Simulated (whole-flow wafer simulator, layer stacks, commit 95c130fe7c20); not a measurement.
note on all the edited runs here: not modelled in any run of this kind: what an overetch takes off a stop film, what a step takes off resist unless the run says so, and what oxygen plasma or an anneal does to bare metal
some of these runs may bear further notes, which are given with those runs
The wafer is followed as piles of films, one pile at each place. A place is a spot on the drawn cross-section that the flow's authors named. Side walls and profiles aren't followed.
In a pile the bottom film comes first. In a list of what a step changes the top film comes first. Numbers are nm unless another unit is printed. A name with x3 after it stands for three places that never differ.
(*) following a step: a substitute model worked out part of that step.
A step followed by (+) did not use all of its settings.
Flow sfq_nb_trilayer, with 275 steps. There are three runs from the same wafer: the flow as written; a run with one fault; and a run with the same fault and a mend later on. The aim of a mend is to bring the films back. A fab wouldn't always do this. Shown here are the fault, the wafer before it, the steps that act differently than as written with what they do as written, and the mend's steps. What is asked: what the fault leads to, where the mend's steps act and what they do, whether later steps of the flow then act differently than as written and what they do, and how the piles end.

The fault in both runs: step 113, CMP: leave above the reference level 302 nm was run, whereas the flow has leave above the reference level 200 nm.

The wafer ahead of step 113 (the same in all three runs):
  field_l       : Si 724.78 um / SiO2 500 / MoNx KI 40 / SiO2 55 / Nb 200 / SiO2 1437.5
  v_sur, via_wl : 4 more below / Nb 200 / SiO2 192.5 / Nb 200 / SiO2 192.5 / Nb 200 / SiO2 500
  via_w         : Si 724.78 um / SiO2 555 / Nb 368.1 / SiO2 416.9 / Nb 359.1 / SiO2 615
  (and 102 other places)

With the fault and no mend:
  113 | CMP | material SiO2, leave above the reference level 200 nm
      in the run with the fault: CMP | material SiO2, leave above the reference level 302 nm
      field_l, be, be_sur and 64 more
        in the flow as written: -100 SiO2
        in the run with the fault: nothing
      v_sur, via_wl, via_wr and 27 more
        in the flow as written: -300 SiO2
        in the run with the fault: -198 SiO2
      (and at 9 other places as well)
  Steps further on in the flow that do not act as written (10 other steps are not shown; they differ only slightly, by no more than 2% or 0.5 nm, whichever is larger):
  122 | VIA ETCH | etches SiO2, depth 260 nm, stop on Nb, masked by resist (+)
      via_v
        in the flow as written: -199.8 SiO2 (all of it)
        in the run with the fault: -260 SiO2
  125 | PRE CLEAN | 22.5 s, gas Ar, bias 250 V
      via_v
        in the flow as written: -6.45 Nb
        in the run with the fault: -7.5 SiO2
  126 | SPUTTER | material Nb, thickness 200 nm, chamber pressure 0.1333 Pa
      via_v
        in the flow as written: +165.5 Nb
        in the run with the fault: +152.6 Nb (new film)
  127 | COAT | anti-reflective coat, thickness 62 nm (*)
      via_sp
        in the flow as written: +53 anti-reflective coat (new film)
        in the run with the fault: +49.9 anti-reflective coat (new film)
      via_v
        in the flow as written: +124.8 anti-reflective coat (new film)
        in the run with the fault: +128.3 anti-reflective coat (new film)
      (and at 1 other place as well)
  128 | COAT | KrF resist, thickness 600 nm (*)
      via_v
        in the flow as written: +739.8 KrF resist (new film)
        in the run with the fault: +797 KrF resist (new film)
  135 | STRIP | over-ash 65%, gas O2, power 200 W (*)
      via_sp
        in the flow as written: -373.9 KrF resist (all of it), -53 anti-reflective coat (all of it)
        in the run with the fault: -369.2 KrF resist (all of it), -49.9 anti-reflective coat (all of it)
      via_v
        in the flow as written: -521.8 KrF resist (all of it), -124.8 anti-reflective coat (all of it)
        in the run with the fault: -578.8 KrF resist (all of it), -128.3 anti-reflective coat (all of it)
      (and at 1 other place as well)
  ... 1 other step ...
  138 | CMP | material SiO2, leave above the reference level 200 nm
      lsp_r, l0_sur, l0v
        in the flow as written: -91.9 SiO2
        in the run with the fault: -89.9 SiO2
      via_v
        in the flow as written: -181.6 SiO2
        in the run with the fault: -157.1 SiO2
  At field_l, v_sur, via_wl and 103 more, the piles at the end differ from the flow's by more than 2% or 0.5 nm, whichever is larger.
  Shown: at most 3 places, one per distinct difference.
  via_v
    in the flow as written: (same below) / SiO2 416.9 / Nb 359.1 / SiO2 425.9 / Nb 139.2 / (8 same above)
    in the run with the fault: (same below) / SiO2 416.9 / Nb 200 / SiO2 34.3 / Nb 152.6 / SiO2 500.1 / Nb 139.2 / (8 same above)
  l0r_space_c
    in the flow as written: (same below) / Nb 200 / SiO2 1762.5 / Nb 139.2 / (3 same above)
    in the run with the fault: (same below) / Nb 200 / SiO2 1864.5 / Nb 139.2 / (3 same above)
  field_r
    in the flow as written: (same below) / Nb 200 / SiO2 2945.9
    in the run with the fault: (same below) / Nb 200 / SiO2 3047.9

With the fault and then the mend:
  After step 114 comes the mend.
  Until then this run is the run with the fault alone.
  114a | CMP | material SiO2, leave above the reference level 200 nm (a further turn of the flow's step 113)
      field_l, be, be_sur and 64 more
        -100 SiO2
      v_sur, via_wl, via_w and 36 more
        -102 SiO2
  Every later step of the flow that is run acts as written at every place that is followed.
  By the end, the piles equal the flow's at every place that both follow.
